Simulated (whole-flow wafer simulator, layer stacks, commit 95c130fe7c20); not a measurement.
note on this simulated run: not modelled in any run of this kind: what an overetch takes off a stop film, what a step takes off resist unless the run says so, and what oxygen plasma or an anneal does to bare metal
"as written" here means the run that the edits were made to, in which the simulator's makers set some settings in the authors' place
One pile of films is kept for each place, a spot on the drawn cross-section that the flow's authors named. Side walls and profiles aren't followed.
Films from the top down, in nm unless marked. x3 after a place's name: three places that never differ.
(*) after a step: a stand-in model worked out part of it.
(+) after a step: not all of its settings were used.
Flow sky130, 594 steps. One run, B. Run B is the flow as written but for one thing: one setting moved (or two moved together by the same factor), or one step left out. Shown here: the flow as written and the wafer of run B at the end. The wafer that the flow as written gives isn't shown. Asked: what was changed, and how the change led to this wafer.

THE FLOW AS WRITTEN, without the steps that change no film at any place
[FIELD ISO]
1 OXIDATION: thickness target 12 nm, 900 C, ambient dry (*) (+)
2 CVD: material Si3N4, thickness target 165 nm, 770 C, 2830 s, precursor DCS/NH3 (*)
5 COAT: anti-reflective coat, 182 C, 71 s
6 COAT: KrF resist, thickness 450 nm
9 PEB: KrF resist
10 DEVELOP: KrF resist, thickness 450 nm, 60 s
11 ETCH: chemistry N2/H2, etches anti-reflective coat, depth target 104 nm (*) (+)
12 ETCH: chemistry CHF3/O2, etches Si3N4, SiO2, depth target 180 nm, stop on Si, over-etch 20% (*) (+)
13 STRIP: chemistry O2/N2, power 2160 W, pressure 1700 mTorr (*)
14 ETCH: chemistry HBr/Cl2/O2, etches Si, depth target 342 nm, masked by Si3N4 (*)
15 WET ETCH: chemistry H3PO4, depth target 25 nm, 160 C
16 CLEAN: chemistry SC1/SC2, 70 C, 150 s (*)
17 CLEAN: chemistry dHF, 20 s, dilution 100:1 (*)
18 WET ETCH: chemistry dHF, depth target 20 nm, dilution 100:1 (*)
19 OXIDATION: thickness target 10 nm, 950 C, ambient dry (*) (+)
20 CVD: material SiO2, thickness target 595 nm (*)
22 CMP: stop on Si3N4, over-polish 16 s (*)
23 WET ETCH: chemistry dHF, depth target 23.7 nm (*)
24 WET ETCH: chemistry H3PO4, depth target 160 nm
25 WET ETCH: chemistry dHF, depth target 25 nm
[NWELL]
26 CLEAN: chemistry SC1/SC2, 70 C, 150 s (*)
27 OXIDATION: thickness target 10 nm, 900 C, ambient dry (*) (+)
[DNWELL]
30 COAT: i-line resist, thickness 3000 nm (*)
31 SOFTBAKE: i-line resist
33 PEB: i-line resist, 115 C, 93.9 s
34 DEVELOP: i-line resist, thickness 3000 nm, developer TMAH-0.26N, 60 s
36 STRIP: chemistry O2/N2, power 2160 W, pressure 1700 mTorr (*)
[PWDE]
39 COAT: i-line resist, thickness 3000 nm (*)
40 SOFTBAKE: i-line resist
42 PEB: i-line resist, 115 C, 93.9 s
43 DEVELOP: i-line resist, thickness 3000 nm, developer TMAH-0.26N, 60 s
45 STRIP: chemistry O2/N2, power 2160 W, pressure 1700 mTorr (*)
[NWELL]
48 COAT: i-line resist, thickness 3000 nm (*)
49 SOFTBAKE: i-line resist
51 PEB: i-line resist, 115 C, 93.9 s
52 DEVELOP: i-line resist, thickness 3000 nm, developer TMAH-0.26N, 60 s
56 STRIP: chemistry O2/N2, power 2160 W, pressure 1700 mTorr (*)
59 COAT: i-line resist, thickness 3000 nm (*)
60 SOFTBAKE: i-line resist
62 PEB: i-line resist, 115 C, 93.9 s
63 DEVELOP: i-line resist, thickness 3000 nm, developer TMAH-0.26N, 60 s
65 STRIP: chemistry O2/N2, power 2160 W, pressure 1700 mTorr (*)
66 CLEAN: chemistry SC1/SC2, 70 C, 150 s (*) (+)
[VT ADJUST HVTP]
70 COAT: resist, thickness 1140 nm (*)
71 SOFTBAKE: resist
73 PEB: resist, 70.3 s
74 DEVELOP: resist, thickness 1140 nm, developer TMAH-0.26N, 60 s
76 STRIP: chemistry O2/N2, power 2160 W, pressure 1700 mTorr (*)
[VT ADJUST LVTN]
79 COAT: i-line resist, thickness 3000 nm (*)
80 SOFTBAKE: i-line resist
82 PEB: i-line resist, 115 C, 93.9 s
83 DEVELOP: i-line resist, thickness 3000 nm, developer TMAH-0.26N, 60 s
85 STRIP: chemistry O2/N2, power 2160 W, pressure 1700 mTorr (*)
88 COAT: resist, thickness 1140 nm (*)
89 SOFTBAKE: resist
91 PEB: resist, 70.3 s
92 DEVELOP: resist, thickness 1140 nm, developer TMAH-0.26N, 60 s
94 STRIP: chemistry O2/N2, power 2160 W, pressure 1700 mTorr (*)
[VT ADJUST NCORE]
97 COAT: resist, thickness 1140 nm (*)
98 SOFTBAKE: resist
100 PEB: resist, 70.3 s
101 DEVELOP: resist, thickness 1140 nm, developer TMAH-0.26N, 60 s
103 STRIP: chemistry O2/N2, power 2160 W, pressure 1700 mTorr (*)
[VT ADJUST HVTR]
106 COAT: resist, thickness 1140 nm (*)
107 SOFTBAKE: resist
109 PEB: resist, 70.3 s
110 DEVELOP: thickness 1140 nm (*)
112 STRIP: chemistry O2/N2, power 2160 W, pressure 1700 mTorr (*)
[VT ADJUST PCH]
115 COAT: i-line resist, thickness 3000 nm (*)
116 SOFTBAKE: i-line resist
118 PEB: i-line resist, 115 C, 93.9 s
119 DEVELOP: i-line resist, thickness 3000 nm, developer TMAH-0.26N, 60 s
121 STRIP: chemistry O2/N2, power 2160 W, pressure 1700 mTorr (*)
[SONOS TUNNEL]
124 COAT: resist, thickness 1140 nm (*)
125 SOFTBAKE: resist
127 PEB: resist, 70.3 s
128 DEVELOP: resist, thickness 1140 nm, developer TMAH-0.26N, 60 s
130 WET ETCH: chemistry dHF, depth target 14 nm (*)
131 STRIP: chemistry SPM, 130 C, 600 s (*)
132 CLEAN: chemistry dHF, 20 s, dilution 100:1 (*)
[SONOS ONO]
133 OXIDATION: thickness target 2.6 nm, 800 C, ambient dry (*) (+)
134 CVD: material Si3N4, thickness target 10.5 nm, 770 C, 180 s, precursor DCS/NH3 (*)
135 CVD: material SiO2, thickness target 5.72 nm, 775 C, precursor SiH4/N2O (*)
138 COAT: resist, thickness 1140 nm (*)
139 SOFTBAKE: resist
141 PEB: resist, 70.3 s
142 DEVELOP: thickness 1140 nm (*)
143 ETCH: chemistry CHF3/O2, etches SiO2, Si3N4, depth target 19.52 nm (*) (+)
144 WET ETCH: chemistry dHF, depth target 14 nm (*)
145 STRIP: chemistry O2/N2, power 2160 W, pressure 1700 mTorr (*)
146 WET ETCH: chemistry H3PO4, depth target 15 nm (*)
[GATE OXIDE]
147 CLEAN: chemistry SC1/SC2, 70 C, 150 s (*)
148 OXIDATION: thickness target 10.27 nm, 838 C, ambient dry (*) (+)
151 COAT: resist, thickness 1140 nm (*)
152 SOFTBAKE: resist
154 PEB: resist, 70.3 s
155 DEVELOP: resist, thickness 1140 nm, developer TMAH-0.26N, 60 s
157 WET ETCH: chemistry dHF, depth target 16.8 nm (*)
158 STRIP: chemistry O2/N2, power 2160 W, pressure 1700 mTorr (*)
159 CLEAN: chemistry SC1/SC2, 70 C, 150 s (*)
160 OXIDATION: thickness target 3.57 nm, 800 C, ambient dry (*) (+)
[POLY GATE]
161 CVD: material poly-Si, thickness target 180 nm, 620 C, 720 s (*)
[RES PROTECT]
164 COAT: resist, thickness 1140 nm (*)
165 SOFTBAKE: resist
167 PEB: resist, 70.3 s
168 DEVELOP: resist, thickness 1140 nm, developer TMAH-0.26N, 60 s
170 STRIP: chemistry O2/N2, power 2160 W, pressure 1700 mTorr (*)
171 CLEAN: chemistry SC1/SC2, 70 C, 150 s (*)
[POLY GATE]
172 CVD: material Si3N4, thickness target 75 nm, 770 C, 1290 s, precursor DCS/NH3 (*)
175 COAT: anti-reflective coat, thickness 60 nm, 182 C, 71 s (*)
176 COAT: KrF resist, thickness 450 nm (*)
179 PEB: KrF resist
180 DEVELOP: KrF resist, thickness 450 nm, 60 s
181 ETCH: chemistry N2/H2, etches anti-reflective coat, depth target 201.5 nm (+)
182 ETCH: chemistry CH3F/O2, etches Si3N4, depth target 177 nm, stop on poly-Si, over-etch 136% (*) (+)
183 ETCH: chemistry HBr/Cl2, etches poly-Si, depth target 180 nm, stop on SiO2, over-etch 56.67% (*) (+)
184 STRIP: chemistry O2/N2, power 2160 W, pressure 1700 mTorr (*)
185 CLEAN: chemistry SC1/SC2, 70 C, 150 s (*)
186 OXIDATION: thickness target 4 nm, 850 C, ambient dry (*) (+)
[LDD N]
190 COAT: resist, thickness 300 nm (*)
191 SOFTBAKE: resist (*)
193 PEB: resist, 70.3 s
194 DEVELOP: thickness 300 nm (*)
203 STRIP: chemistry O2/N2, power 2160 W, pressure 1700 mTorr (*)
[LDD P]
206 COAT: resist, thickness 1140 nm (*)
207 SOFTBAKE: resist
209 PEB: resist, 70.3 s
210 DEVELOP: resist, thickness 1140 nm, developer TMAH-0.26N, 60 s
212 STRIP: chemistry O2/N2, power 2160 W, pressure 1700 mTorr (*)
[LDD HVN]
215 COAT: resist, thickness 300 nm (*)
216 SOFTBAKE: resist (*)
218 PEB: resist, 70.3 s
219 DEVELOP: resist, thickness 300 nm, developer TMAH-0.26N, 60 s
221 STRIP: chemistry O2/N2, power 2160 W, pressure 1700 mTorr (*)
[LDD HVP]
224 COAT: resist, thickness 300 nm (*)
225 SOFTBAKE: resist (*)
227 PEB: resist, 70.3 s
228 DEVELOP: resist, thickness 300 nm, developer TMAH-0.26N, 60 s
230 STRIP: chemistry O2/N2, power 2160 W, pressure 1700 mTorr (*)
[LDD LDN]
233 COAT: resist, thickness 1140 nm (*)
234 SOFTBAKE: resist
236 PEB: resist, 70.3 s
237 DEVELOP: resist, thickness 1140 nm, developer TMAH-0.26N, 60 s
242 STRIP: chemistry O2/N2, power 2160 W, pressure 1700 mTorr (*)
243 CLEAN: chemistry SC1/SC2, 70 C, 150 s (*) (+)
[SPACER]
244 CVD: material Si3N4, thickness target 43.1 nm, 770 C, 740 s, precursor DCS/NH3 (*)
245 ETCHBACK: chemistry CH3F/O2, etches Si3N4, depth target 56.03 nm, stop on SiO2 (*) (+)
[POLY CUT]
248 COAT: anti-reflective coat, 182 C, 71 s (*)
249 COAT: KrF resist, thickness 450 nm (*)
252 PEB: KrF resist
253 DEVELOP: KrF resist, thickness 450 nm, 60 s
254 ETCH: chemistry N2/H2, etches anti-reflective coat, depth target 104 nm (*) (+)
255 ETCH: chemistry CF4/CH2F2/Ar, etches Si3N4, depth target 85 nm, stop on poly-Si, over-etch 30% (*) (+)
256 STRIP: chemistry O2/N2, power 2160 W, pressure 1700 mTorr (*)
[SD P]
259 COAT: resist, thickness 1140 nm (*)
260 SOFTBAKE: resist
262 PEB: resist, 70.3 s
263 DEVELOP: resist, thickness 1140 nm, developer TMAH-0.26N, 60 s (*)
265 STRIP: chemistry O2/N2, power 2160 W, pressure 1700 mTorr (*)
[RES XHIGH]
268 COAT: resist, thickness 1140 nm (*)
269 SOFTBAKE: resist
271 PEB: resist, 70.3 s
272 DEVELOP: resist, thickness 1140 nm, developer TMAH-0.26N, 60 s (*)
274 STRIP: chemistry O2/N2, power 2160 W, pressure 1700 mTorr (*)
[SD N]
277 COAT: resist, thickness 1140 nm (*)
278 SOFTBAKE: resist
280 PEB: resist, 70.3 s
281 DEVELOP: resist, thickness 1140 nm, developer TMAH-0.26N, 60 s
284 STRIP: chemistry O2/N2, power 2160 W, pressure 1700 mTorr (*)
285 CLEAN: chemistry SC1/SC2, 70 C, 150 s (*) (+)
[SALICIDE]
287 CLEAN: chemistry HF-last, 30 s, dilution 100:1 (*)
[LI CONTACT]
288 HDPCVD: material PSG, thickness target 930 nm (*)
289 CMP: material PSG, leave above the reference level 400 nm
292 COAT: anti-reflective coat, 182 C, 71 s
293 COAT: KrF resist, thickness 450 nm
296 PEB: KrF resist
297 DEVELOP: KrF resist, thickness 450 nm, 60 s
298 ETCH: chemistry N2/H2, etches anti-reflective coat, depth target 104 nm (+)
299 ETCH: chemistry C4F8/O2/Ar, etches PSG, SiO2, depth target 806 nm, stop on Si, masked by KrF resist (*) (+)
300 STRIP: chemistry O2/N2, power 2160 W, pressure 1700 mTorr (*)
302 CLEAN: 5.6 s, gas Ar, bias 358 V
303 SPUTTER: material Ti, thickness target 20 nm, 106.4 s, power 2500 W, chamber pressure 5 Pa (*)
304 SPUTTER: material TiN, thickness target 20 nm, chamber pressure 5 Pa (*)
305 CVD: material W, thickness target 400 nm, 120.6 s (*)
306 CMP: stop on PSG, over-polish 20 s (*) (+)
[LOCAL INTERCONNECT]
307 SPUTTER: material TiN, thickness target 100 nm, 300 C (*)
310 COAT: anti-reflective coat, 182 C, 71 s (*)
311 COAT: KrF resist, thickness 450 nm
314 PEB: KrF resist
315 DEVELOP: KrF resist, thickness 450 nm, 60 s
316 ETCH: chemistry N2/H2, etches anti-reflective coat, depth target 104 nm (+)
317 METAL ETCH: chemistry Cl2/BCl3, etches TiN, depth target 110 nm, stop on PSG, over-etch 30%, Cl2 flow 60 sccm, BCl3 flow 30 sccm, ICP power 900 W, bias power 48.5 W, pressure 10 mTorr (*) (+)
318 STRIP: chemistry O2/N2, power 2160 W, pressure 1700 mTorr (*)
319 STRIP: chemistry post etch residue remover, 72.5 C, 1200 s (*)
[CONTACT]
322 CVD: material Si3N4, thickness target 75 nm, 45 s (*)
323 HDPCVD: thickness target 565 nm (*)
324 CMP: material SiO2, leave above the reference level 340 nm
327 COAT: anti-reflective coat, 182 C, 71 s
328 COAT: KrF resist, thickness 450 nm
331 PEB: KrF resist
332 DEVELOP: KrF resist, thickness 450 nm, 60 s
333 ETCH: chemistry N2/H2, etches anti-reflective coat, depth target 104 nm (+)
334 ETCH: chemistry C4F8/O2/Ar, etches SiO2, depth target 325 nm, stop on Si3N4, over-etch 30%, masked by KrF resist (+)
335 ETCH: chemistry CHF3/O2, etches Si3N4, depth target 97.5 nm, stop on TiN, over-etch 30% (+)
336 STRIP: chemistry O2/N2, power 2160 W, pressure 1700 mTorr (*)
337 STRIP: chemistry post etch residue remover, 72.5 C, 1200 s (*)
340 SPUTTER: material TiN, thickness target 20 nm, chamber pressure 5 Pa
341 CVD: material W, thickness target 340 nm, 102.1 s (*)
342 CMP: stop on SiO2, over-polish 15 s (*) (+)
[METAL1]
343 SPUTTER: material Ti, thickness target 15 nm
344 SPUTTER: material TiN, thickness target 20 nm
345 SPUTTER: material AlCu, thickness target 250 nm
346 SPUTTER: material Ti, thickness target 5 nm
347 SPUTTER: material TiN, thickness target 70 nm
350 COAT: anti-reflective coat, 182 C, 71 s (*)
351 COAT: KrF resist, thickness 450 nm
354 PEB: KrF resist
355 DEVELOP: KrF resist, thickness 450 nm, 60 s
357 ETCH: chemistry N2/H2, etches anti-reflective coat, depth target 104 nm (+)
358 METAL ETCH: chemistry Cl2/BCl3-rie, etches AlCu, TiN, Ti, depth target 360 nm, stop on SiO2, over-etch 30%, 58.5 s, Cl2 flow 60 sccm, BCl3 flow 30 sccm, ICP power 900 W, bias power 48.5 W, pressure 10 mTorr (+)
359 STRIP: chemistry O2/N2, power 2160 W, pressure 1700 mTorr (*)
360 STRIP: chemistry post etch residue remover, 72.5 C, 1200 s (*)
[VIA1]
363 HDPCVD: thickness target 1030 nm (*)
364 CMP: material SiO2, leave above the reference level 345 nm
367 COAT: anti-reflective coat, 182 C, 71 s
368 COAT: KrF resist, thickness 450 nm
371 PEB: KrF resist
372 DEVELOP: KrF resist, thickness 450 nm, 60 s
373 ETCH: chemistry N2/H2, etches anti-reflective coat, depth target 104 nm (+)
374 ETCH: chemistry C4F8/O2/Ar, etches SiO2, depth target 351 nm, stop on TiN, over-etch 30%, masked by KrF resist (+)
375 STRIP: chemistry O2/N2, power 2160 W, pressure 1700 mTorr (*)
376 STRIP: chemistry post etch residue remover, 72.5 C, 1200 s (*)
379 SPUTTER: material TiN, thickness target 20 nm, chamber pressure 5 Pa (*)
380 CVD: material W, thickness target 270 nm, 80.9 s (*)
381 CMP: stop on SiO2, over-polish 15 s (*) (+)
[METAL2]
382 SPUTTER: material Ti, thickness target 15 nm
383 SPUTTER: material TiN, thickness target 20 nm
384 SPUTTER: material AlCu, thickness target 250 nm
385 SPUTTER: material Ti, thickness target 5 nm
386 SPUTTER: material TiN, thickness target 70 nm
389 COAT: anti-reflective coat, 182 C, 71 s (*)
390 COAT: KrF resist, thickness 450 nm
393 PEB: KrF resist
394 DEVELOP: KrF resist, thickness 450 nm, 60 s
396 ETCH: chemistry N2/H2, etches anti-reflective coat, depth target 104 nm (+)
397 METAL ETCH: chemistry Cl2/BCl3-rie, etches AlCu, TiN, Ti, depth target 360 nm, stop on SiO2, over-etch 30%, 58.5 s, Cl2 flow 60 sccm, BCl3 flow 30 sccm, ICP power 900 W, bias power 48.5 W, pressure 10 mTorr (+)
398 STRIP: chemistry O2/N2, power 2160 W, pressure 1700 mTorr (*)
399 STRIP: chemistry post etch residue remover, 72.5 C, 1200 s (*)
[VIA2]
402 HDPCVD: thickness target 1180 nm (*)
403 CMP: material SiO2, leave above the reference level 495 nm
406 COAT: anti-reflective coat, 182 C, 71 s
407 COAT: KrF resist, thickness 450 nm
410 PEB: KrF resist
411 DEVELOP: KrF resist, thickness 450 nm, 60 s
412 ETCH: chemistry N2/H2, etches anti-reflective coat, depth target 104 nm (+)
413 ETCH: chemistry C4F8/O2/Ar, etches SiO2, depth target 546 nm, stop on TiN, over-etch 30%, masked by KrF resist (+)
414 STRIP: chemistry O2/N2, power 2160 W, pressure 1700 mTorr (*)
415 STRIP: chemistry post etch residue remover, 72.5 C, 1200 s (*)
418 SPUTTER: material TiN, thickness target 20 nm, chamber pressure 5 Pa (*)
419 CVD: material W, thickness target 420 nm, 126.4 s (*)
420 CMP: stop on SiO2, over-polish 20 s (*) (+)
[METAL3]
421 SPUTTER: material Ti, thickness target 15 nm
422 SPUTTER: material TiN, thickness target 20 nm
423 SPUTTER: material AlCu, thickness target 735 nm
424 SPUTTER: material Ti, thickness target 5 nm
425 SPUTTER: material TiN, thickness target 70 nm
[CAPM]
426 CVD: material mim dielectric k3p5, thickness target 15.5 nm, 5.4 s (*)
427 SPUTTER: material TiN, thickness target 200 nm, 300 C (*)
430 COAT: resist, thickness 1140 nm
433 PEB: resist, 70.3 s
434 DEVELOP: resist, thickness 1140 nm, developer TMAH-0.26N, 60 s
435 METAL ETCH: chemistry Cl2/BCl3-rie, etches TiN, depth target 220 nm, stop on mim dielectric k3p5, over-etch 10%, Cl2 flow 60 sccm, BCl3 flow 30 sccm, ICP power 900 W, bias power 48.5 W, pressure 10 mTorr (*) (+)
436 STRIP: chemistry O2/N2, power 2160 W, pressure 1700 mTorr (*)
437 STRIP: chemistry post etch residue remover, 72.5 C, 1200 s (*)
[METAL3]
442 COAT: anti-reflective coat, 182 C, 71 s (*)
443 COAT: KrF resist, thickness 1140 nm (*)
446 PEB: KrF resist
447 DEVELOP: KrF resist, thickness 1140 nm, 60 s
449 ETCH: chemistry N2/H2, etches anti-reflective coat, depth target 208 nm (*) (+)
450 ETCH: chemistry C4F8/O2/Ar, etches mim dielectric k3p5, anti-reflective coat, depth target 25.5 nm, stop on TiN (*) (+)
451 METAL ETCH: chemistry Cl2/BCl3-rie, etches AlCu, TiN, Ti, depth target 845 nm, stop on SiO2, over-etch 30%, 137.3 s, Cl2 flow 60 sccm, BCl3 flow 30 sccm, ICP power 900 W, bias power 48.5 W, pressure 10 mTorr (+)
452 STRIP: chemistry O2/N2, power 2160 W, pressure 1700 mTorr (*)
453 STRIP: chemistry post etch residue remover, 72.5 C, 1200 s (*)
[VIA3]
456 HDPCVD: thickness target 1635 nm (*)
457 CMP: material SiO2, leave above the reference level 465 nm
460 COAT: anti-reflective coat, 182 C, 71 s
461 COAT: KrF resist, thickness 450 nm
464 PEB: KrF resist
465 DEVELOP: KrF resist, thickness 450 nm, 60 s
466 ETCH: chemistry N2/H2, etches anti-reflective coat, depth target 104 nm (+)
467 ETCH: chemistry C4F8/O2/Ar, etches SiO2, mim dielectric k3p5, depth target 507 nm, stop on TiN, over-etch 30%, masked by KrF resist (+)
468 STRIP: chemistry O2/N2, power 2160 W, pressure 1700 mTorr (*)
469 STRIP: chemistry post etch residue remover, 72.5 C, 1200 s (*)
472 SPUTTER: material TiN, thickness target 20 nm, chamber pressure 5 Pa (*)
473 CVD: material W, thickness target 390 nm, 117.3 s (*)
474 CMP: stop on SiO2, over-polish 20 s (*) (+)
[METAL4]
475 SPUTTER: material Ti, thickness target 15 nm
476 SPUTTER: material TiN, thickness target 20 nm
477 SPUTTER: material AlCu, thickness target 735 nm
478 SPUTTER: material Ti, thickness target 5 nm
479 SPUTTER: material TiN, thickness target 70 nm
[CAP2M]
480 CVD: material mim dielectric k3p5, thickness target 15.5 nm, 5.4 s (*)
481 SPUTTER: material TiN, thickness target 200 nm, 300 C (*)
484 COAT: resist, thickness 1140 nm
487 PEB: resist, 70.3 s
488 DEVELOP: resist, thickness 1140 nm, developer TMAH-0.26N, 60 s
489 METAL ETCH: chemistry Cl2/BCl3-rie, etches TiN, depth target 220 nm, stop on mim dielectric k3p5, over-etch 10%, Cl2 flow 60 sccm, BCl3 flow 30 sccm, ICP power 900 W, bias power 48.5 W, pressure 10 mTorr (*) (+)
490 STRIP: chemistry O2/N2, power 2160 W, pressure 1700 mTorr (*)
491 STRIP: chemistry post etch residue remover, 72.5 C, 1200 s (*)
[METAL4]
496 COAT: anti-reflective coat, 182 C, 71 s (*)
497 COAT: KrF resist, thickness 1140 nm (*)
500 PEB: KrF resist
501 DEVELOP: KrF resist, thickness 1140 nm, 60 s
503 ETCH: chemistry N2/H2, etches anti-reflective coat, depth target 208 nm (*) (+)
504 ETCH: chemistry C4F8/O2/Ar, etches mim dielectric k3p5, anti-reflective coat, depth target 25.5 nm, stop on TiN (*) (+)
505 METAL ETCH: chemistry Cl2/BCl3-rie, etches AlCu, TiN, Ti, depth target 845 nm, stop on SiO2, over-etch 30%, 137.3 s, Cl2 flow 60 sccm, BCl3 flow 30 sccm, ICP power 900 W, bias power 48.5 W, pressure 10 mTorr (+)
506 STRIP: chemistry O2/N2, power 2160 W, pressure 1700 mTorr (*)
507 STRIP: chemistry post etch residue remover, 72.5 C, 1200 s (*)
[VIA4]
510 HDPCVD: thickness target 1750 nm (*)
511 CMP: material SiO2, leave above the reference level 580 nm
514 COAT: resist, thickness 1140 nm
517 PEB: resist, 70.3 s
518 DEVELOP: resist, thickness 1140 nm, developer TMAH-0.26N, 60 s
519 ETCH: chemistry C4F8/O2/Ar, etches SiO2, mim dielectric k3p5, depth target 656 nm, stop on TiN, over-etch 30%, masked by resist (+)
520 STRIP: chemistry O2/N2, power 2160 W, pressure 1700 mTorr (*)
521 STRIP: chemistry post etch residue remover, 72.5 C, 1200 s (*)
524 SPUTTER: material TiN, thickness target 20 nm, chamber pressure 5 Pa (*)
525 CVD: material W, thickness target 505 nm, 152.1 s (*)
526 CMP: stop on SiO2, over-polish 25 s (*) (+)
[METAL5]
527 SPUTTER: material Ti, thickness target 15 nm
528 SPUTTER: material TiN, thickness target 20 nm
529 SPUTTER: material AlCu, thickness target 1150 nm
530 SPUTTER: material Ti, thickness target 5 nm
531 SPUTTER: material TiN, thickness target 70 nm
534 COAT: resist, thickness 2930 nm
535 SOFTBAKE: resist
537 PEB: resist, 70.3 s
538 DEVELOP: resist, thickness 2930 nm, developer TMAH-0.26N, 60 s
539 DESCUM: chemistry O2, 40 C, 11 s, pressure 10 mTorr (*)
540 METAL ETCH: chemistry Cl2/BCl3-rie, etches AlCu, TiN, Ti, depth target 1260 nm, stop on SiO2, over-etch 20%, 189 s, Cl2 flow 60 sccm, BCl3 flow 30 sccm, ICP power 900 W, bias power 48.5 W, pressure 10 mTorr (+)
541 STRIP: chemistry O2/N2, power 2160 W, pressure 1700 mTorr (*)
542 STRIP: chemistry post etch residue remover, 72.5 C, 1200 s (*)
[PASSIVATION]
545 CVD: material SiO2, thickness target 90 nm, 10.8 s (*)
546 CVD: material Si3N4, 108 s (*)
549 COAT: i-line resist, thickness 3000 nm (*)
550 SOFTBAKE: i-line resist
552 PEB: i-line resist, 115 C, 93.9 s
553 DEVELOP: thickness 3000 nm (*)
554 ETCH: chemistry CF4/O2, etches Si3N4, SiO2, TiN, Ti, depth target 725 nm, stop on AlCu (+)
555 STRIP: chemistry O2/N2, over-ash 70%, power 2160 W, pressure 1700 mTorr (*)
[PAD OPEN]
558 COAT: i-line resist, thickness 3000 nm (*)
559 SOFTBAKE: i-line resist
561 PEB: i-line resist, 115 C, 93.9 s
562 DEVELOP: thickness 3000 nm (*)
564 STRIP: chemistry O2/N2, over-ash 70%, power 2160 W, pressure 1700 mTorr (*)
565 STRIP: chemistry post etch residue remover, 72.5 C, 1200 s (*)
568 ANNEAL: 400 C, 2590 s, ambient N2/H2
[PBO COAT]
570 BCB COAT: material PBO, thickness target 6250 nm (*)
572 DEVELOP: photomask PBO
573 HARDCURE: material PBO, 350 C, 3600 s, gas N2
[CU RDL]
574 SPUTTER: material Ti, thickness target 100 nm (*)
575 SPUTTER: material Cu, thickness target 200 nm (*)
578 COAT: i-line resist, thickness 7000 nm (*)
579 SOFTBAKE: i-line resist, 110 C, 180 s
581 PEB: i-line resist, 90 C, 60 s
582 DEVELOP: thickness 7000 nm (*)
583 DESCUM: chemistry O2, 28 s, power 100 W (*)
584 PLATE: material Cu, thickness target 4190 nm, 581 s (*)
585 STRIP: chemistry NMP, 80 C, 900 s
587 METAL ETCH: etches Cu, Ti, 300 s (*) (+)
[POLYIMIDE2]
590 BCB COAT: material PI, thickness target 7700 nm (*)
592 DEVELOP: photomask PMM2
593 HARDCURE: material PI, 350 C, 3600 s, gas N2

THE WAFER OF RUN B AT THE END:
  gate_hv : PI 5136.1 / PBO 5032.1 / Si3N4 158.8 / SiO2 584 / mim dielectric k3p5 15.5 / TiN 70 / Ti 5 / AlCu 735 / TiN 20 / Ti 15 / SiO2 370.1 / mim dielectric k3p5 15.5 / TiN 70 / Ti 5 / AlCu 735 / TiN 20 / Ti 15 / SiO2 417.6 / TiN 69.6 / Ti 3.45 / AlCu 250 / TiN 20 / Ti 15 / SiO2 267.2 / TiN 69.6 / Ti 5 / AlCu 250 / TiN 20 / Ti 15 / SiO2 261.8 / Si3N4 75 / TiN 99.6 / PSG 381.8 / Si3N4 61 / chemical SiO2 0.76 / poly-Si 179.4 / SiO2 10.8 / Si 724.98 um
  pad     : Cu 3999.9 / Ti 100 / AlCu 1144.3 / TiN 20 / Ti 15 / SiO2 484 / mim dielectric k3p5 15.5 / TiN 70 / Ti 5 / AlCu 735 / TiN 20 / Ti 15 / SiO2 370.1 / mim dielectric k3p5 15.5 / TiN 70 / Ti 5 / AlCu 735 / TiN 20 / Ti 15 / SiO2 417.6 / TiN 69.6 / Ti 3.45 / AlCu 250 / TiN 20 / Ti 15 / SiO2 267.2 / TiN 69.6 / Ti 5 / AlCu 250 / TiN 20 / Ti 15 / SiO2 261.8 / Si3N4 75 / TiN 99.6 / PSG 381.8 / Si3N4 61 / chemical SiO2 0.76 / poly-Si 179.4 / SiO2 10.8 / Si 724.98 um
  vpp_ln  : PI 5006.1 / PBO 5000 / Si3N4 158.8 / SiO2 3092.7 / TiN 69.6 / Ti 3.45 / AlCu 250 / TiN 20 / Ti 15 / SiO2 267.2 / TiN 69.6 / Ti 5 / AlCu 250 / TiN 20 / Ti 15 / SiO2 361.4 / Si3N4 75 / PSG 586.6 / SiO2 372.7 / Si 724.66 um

The cause: step 385, SPUTTER: thickness target 3.45 nm was run, where the flow has thickness target 5 nm.
It can be read off the wafer: gate_hv has Ti 3.45, and step 385 as written asks for 5 nm.

How the change led to this, step by step:
  385 SPUTTER: material Ti, thickness target 5 nm
      field, active, n_well and 188 more: Ti +3.45 (new film) (as written it would be: Ti +5 (new film))
  397 METAL ETCH: chemistry Cl2/BCl3-rie, etches AlCu, TiN, Ti, depth target 360 nm, stop on SiO2, over-etch 30%, 58.5 s, Cl2 flow 60 sccm, BCl3 flow 30 sccm, ICP power 900 W, bias power 48.5 W, pressure 10 mTorr (+)
      field, active, gate and 82 more: TiN -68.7 (all of it), Ti -3.45 (all of it), AlCu -250 (all of it), TiN -20 (all of it), Ti -15 (all of it), SiO2 -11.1 (as written it would be: TiN -68.7 (all of it), Ti -5 (all of it), AlCu -250 (all of it), TiN -20 (all of it), Ti -15 (all of it), SiO2 -10.9)
